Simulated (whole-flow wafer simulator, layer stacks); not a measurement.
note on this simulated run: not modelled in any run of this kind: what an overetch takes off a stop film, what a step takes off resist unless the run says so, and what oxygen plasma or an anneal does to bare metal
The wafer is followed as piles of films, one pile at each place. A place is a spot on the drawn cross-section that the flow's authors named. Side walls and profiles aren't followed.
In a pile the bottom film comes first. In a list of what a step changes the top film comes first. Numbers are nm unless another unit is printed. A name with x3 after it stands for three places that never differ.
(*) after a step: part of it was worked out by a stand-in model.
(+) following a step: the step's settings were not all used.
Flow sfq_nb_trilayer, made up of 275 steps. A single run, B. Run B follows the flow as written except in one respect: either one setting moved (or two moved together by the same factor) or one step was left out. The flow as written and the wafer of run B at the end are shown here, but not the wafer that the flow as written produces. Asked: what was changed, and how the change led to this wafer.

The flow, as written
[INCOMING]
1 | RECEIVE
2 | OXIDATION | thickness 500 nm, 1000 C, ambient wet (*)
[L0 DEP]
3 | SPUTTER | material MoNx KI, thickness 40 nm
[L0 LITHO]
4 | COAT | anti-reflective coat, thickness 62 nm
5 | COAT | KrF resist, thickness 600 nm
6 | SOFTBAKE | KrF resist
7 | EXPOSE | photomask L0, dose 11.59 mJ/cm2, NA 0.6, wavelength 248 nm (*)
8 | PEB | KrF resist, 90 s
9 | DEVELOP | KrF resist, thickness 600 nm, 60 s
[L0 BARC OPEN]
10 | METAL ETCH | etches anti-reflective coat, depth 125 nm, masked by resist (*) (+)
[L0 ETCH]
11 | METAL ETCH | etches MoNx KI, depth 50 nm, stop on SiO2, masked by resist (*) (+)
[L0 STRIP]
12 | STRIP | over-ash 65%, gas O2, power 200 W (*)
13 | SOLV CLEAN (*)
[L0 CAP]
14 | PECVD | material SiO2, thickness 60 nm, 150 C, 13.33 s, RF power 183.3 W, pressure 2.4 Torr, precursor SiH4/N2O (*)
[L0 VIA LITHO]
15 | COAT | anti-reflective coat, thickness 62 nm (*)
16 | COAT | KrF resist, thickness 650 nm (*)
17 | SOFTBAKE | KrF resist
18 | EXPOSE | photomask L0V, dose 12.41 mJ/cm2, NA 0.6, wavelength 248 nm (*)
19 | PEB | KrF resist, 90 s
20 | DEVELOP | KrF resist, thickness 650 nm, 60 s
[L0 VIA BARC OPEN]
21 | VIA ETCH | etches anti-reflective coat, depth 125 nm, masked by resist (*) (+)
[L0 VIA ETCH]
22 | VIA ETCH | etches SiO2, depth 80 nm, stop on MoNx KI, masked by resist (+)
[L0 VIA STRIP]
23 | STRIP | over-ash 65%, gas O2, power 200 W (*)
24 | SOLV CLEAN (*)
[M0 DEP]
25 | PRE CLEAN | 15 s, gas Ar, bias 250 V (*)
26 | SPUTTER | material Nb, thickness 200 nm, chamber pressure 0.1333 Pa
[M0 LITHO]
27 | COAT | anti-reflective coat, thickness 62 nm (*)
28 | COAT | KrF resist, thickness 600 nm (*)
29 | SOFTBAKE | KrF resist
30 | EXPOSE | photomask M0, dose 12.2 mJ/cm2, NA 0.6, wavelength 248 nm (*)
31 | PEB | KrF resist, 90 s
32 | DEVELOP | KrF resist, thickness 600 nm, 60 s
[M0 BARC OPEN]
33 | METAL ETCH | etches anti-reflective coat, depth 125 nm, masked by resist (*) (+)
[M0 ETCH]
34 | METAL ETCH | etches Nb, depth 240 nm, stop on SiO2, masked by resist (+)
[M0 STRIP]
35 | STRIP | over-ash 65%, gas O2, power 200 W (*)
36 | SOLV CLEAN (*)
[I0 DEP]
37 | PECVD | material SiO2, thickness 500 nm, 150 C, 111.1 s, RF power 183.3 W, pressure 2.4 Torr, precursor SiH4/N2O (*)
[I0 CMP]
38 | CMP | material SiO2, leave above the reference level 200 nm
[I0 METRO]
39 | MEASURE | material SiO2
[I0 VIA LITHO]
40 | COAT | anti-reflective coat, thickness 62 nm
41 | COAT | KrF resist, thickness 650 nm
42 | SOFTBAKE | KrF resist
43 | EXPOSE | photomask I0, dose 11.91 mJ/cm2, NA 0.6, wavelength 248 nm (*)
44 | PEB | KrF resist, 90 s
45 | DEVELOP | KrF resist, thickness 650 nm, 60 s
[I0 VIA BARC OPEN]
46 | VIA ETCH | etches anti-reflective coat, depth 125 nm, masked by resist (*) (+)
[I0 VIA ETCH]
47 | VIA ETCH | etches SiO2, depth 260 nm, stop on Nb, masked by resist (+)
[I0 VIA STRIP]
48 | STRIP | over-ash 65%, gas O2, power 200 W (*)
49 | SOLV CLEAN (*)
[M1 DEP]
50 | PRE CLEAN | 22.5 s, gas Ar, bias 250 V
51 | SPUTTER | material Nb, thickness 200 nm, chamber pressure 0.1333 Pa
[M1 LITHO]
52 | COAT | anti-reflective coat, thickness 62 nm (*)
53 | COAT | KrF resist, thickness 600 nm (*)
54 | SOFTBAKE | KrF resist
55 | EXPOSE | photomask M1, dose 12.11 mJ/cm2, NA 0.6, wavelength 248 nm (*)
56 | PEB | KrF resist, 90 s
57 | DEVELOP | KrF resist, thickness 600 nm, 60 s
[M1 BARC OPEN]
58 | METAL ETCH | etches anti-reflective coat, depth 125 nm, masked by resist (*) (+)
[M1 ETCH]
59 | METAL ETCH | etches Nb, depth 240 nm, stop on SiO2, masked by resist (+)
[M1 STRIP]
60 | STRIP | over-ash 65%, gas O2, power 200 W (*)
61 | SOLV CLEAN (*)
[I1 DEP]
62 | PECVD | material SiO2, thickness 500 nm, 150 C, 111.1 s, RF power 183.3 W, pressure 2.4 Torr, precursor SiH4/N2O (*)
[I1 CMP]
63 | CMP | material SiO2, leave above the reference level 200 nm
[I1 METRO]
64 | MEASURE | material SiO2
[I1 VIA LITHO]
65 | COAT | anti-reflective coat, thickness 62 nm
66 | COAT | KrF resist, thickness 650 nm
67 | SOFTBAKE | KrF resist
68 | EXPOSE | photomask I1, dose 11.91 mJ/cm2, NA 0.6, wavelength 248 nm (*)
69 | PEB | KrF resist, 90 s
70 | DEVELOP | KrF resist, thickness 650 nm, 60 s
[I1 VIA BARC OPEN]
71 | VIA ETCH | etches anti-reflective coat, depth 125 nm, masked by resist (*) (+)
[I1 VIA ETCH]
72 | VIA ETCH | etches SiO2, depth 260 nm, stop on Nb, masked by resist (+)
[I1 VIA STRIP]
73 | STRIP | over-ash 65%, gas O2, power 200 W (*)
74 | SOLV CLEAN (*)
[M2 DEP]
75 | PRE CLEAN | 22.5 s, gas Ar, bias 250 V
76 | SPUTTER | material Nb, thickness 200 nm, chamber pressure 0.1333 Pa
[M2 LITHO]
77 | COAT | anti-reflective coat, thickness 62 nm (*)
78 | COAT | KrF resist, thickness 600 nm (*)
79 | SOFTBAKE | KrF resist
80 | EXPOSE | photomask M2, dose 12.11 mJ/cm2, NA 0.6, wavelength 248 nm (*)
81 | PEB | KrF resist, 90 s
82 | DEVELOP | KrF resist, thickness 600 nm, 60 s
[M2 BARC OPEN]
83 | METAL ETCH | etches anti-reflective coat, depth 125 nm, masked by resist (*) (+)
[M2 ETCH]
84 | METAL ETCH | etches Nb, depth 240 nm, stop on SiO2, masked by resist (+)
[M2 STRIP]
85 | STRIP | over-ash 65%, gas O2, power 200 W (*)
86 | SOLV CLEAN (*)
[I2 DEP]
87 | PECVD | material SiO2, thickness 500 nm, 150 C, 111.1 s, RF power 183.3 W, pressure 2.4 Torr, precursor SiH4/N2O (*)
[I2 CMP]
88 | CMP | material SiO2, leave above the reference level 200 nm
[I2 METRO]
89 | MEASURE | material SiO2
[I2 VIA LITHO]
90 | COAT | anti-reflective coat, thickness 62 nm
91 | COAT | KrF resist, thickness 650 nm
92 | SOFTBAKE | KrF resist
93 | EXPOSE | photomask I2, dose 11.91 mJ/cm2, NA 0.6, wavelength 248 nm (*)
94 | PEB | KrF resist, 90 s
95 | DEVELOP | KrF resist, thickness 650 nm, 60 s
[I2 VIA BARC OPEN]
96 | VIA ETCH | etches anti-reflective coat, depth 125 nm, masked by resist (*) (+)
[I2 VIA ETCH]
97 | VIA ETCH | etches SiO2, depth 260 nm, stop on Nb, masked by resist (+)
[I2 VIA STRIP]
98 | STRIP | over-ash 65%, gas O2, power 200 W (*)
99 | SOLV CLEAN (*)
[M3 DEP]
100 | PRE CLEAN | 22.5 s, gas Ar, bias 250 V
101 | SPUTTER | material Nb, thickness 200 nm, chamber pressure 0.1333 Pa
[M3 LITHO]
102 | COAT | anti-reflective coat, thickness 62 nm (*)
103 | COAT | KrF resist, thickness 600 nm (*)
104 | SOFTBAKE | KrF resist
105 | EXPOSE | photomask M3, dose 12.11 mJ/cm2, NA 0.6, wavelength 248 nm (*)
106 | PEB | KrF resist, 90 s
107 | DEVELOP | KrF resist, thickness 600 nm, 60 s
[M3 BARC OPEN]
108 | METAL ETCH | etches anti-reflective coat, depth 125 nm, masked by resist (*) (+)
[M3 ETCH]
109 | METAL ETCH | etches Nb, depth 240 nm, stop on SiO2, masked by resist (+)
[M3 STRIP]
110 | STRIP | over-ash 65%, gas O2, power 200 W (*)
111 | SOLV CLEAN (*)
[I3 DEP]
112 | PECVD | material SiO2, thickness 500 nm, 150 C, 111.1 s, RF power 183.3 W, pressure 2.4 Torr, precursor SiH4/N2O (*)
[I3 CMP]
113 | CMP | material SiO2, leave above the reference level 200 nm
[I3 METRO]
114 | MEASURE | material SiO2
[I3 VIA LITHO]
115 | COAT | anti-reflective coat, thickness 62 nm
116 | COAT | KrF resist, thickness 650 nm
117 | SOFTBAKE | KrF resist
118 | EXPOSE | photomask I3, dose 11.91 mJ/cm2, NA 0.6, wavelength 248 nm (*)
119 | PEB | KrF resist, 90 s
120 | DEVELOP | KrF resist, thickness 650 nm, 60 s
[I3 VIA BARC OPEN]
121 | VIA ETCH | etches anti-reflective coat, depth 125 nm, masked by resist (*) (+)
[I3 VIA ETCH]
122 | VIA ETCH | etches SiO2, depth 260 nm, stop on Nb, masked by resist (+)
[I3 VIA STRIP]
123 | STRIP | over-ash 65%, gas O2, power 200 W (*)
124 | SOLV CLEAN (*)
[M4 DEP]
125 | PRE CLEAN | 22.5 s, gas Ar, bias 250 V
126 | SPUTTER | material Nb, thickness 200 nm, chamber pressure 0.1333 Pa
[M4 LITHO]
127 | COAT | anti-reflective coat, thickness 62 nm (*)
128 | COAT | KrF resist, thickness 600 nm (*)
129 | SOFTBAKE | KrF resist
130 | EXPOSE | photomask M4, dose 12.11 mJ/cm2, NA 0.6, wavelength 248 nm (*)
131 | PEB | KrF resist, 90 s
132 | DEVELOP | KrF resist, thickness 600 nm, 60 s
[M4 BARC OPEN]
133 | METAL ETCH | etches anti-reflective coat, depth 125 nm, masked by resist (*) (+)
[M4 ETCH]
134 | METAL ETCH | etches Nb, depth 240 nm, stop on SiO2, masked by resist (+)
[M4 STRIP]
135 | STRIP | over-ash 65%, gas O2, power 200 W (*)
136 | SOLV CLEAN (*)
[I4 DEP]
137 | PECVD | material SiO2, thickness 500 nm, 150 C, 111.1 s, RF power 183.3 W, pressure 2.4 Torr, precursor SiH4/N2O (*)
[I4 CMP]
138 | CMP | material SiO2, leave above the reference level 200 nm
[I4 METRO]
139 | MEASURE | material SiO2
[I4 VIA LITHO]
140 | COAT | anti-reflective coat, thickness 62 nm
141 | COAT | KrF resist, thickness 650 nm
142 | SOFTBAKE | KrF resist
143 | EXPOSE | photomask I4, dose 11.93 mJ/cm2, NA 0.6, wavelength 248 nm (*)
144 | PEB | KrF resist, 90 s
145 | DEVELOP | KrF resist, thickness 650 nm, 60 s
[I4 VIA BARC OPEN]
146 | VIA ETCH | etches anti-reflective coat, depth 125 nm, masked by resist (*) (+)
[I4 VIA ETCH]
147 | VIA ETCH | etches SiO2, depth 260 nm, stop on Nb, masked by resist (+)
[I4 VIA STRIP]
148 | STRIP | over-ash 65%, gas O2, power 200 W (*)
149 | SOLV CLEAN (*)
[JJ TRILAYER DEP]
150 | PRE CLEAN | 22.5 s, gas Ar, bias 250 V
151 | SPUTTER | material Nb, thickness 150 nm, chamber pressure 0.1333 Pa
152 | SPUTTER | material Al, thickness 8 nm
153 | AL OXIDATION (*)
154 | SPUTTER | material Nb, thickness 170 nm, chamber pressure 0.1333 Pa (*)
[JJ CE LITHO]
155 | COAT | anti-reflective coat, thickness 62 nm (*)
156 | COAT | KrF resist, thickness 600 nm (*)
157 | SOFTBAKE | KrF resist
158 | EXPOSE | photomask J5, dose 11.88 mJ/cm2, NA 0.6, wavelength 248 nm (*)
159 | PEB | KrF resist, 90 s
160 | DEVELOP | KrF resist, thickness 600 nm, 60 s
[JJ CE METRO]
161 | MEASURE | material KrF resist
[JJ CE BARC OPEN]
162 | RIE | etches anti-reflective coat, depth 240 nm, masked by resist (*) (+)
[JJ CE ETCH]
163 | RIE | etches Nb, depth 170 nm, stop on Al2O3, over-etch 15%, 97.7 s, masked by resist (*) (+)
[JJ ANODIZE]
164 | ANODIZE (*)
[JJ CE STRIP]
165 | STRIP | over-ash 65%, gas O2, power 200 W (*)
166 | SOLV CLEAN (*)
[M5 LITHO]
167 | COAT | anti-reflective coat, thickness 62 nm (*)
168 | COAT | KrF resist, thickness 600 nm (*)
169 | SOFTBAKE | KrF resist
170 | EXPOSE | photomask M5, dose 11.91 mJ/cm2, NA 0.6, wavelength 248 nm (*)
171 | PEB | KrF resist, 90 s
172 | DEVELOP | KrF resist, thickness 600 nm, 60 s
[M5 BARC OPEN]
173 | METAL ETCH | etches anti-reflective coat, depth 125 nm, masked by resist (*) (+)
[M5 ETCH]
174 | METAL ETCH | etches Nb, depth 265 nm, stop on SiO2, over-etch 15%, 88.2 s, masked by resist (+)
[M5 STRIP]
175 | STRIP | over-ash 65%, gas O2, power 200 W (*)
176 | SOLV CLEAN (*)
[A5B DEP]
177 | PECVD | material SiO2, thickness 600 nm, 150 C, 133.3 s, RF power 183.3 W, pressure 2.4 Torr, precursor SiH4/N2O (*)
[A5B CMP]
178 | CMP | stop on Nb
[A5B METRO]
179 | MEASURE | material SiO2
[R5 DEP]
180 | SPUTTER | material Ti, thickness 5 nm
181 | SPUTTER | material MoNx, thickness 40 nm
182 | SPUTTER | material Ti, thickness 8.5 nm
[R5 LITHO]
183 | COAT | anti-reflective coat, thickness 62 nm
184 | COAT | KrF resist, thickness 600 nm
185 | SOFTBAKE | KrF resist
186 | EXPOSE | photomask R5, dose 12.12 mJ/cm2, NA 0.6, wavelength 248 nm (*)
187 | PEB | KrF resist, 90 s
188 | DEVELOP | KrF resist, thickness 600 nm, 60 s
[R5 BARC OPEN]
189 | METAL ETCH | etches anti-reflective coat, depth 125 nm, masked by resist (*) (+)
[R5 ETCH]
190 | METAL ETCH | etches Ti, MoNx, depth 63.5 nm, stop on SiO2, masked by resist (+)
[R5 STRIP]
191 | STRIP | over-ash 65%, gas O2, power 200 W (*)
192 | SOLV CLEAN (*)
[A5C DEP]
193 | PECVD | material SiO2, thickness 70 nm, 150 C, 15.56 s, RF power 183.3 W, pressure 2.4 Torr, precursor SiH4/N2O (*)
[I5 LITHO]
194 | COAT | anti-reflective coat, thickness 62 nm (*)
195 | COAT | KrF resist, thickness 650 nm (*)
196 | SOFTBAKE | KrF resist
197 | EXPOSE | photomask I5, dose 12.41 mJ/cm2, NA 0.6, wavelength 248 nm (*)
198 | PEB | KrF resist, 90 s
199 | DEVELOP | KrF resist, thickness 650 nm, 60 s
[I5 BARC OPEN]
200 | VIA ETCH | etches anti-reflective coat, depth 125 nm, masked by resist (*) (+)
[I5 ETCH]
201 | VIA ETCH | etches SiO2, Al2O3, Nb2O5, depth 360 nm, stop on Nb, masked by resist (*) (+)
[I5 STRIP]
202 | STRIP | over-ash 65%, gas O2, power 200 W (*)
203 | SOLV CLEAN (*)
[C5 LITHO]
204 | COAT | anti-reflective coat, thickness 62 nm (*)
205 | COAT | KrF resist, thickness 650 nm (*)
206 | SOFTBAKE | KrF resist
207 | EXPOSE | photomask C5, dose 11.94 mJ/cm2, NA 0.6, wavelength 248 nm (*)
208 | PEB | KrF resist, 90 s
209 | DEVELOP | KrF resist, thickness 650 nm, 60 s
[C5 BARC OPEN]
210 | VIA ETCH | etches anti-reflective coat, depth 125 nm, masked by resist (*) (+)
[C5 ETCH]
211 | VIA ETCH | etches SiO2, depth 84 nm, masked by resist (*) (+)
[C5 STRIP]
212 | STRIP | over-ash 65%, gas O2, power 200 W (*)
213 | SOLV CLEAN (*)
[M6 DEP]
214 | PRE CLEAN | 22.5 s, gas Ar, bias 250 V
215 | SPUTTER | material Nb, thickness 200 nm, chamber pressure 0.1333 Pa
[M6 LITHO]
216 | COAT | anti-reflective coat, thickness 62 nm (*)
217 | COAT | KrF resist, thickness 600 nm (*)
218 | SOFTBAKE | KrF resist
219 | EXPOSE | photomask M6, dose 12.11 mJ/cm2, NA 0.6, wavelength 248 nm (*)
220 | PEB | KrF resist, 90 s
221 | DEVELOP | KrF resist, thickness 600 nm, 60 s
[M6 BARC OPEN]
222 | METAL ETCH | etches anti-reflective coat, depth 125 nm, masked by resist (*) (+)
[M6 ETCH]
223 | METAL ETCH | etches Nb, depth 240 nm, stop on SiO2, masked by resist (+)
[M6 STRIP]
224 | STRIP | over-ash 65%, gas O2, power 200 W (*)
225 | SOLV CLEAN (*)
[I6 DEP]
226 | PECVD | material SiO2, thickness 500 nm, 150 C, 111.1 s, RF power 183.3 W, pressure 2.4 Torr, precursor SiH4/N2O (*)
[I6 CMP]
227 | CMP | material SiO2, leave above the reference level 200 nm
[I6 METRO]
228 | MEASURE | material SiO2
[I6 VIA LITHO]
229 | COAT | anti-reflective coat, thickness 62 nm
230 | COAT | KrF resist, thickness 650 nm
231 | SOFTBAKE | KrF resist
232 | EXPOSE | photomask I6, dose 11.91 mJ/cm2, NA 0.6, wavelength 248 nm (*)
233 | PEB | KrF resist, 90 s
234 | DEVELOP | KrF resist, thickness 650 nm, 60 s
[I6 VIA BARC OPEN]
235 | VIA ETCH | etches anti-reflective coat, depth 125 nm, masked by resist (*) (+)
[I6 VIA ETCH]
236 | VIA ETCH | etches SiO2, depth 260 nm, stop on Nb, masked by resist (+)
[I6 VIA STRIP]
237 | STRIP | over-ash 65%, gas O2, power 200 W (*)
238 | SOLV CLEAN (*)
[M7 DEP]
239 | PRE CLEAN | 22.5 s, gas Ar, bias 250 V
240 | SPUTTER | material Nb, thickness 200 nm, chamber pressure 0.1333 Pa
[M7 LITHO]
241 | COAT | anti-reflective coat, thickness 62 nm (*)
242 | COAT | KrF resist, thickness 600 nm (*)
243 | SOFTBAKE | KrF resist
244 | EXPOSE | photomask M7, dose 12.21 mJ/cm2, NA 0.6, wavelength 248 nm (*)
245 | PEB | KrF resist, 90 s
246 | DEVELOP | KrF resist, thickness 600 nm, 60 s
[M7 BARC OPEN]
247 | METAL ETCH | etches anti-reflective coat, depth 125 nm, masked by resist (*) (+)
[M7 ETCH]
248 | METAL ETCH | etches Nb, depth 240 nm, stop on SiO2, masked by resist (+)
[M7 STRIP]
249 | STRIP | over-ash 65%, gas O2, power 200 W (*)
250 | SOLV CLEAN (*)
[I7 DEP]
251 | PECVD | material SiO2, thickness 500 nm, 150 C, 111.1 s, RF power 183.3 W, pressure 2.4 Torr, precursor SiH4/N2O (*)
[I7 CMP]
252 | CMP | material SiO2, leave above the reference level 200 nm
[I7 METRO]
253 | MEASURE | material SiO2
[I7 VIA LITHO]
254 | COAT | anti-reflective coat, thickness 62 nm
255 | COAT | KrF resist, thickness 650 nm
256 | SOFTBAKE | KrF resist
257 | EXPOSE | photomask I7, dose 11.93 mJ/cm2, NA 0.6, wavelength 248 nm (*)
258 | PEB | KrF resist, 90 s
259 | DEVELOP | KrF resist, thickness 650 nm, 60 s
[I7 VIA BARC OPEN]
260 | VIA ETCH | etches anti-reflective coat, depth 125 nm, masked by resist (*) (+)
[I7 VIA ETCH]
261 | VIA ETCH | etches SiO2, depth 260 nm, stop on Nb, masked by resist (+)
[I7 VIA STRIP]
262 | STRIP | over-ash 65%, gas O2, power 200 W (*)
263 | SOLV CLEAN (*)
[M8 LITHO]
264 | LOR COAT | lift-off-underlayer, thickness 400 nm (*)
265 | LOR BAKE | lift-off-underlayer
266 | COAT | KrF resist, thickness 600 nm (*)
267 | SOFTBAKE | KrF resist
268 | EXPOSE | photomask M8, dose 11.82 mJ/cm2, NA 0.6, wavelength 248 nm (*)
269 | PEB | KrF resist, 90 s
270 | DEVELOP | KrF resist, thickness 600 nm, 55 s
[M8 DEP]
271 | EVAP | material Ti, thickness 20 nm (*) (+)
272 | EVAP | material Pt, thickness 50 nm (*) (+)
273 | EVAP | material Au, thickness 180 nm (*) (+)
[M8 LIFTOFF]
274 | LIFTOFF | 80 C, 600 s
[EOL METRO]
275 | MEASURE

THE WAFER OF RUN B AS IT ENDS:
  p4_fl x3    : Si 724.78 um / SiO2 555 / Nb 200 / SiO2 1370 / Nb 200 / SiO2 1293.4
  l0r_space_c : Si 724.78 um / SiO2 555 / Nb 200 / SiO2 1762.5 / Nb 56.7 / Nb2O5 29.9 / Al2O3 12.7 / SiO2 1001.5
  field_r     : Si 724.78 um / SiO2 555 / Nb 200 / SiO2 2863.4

Cause: step 151, SPUTTER: thickness 67.5 nm was run, though the flow has thickness 150 nm.

Step by step, how the change led to this:
  151 | SPUTTER | material Nb, thickness 150 nm, chamber pressure 0.1333 Pa
      field_l, v_sur, via_sp and 100 more: Nb gains 67.5 (new film) (in the flow as written it would be: Nb gains 150 (new film))
      via_wl, via_wr: Nb gains 48.2 (in the flow as written it would be: Nb gains 130.4)
      (as well as at 1 more place)
  152 | SPUTTER | material Al, thickness 8 nm
      via_wl, via_wr: Al gains 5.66 (new film) (in the flow as written it would be: Al gains 5.14 (new film))
  154 | SPUTTER | material Nb, thickness 170 nm, chamber pressure 0.1333 Pa (*)
      via_w: Nb gains 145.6 (new film) (in the flow as written it would be: Nb gains 141 (new film))
  155 | COAT | anti-reflective coat, thickness 62 nm (*)
      via_wl, via_wr: anti-reflective coat gains 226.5 (new film) (in the flow as written it would be: anti-reflective coat gains 209.4 (new film))
      via_w: anti-reflective coat gains 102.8 (new film) (in the flow as written it would be: anti-reflective coat gains 97.4 (new film))
  156 | COAT | KrF resist, thickness 600 nm (*)
      via_wl: KrF resist gains 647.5 (new film) (in the flow as written it would be: KrF resist gains 663 (new film))
      via_w: KrF resist gains 744.3 (new film) (in the flow as written it would be: KrF resist gains 763.8 (new film))
      (as well as at 1 more place)
  160 | DEVELOP | KrF resist, thickness 600 nm, 60 s
      via_wl: KrF resist loses 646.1 (all of it) (in the flow as written it would be: KrF resist loses 661.6 (all of it))
      via_w: KrF resist loses 742.7 (all of it) (in the flow as written it would be: KrF resist loses 762.1 (all of it))
      (as well as at 1 more place)
  162 | RIE | etches anti-reflective coat, depth 240 nm, masked by resist (*) (+)
      ce_l, c5j, ce_r, wl_jj: KrF resist loses 226.5 (in the flow as written it would be: KrF resist loses 209.4)
      via_wl, via_wr: anti-reflective coat loses 226.5 (all of it) (in the flow as written it would be: anti-reflective coat loses 209.4 (all of it))
      (as well as at 1 more place)
  163 | RIE | etches Nb, depth 170 nm, stop on Al2O3, over-etch 15%, 97.7 s, masked by resist (*) (+)
      via_w: Nb loses 145.6 (all of it), Al2O3 loses 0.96 (all of it) (in the flow as written it would be: Nb loses 141 (all of it), Al2O3 loses 0.96 (all of it))
  164 | ANODIZE (*)
      via_wl, via_wr: Al2O3 gains 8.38 (new film), Nb2O5 gains 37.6 (new film), Al loses 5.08 (all of it), Nb loses 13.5 (in the flow as written it would be: Al2O3 gains 7.52 (new film), Nb2O5 gains 39.2 (new film), Al loses 4.56 (all of it), Nb loses 14.1)
      via_w: Al2O3 gains 11.2 (new film), Nb2O5 gains 32.6 (new film), Al loses 6.8 (all of it), Nb loses 11.7 (in the flow as written it would be: Al2O3 gains 10.8 (new film), Nb2O5 gains 33.3 (new film), Al loses 6.54 (all of it), Nb loses 12)
  165 | STRIP | over-ash 65%, gas O2, power 200 W (*)
      ce_l: KrF resist loses 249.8 (all of it), anti-reflective coat loses 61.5 (all of it) (in the flow as written it would be: KrF resist loses 266.8 (all of it), anti-reflective coat loses 61.4 (all of it))
      c5j: KrF resist loses 249.8 (all of it), anti-reflective coat loses 61.5 (all of it) (in the flow as written it would be: KrF resist loses 266.9 (all of it), anti-reflective coat loses 61.5 (all of it))
      (as well as at 2 more places)
  167 | COAT | anti-reflective coat, thickness 62 nm (*)
      via_w: anti-reflective coat gains 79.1 (new film) (in the flow as written it would be: anti-reflective coat gains 84.1 (new film))
      ce_l: anti-reflective coat gains 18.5 (new film) (in the flow as written it would be: anti-reflective coat gains 19.6 (new film))
      (as well as at 1 more place)
  174 | METAL ETCH | etches Nb, depth 265 nm, stop on SiO2, over-etch 15%, 88.2 s, masked by resist (+)
      field_l, r_sur, res and 50 more: Al2O3 loses 12.6 (all of it), Nb2O5 loses 29.9 (all of it), Nb loses 56.7 (all of it), SiO2 loses 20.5 (in the flow as written it would be: Al2O3 loses 12.6 (all of it), Nb2O5 loses 29.9 (all of it), Nb loses 139.2 (all of it), SiO2 loses 12.3)
  175 | STRIP | over-ash 65%, gas O2, power 200 W (*)
      via_w: KrF resist loses 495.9 (all of it), anti-reflective coat loses 79.1 (all of it) (in the flow as written it would be: KrF resist loses 503.5 (all of it), anti-reflective coat loses 84.1 (all of it))
      ce_l: KrF resist loses 300.7 (all of it), anti-reflective coat loses 18.5 (all of it) (in the flow as written it would be: KrF resist loses 299.6 (all of it), anti-reflective coat loses 19.6 (all of it))
      (as well as at 1 more place)
  178 | CMP | stop on Nb
      field_l, p4_fl x3, p4_w1 x3 and 35 more: SiO2 loses 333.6 (in the flow as written it would be: SiO2 loses 259.3)
      r_sur, res, r_end, moat, field_r, lsp_l: SiO2 loses 333.6 (in the flow as written it would be: SiO2 loses 252.3)
      (as well as at 8 more places)
